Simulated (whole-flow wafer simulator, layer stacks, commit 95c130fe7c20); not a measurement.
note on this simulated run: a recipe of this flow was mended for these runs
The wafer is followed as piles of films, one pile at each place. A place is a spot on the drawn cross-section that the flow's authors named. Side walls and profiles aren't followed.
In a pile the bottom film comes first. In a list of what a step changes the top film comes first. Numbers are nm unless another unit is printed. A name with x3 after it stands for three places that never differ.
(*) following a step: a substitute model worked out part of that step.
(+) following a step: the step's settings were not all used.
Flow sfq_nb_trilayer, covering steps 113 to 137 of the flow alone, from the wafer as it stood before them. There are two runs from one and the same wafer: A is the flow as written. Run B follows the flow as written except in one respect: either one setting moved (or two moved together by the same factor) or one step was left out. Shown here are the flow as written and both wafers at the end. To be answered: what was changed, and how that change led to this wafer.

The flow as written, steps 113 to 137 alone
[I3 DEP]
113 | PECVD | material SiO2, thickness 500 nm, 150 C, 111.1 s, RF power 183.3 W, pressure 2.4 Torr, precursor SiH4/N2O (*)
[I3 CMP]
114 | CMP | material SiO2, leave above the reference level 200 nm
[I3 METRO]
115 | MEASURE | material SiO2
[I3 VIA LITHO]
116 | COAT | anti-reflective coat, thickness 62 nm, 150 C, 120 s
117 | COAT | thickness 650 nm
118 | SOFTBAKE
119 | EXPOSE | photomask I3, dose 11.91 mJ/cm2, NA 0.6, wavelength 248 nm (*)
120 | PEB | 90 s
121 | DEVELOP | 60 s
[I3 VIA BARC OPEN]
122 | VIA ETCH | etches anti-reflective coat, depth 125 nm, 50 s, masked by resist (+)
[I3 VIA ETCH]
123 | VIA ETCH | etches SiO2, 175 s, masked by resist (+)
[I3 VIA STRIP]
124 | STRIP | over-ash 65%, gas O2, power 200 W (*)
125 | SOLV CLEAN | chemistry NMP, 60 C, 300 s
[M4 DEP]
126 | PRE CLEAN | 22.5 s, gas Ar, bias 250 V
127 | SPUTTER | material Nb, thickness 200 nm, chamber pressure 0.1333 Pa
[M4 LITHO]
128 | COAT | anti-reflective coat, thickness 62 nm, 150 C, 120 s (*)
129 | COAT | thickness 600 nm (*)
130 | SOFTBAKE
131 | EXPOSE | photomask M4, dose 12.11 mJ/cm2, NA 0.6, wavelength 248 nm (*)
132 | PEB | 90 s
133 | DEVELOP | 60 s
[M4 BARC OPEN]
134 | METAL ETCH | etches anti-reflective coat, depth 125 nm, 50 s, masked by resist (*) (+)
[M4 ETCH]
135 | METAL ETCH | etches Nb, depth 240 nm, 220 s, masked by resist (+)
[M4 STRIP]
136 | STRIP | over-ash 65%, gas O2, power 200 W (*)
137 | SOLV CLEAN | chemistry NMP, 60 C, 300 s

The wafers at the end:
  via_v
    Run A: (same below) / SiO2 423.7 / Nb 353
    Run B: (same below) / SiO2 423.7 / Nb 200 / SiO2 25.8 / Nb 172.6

The reason: step 123, VIA ETCH: 112 s was run, while the flow as written has 175 s.

How this came from the change, step by step:
  123 | VIA ETCH | etches SiO2, 175 s, masked by resist (+)
      via_v: A -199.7 SiO2 (all of it), -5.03 Nb | B -166.4 SiO2
      field_l, v_sur, via_wl and 102 more: A -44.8 KrF-resist-other-grade | B -28.7 KrF-resist-other-grade
  124 | STRIP | over-ash 65%, gas O2, power 200 W (*)
      field_l, v_sur, via_wl and 102 more: A -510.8 KrF-resist-other-grade (all of it), -62 anti-reflective coat (all of it) | B -527 KrF-resist-other-grade (all of it), -62 anti-reflective coat (all of it)
  126 | PRE CLEAN | 22.5 s, gas Ar, bias 250 V
      via_v: A -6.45 Nb | B -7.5 SiO2
  127 | SPUTTER | material Nb, thickness 200 nm, chamber pressure 0.1333 Pa
      via_v: A +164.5 Nb | B +172.6 Nb (new film)
  128 | COAT | anti-reflective coat, thickness 62 nm, 150 C, 120 s (*)
      via_v: A +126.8 anti-reflective coat (new film) | B +117.1 anti-reflective coat (new film)
      wire: A +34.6 anti-reflective coat (new film) | B +33.7 anti-reflective coat (new film)
  129 | COAT | thickness 600 nm (*)
      via_v: A +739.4 KrF-resist-other-grade (new film) | B +709.2 KrF-resist-other-grade (new film)
  136 | STRIP | over-ash 65%, gas O2, power 200 W (*)
      via_v: A -503.7 KrF-resist-other-grade (all of it), -126.8 anti-reflective coat (all of it) | B -473.6 KrF-resist-other-grade (all of it), -117.1 anti-reflective coat (all of it)
      wire: A -369 KrF-resist-other-grade (all of it), -34.6 anti-reflective coat (all of it) | B -373 KrF-resist-other-grade (all of it), -33.7 anti-reflective coat (all of it)
With metal films that touch counted as one body, via_v has 4 bodies (between them, from the top down: SiO2 25.8; SiO2 423.7; SiO2 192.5); the flow as written gives 3 bodies (between them, from the top down: SiO2 423.7; SiO2 192.5).
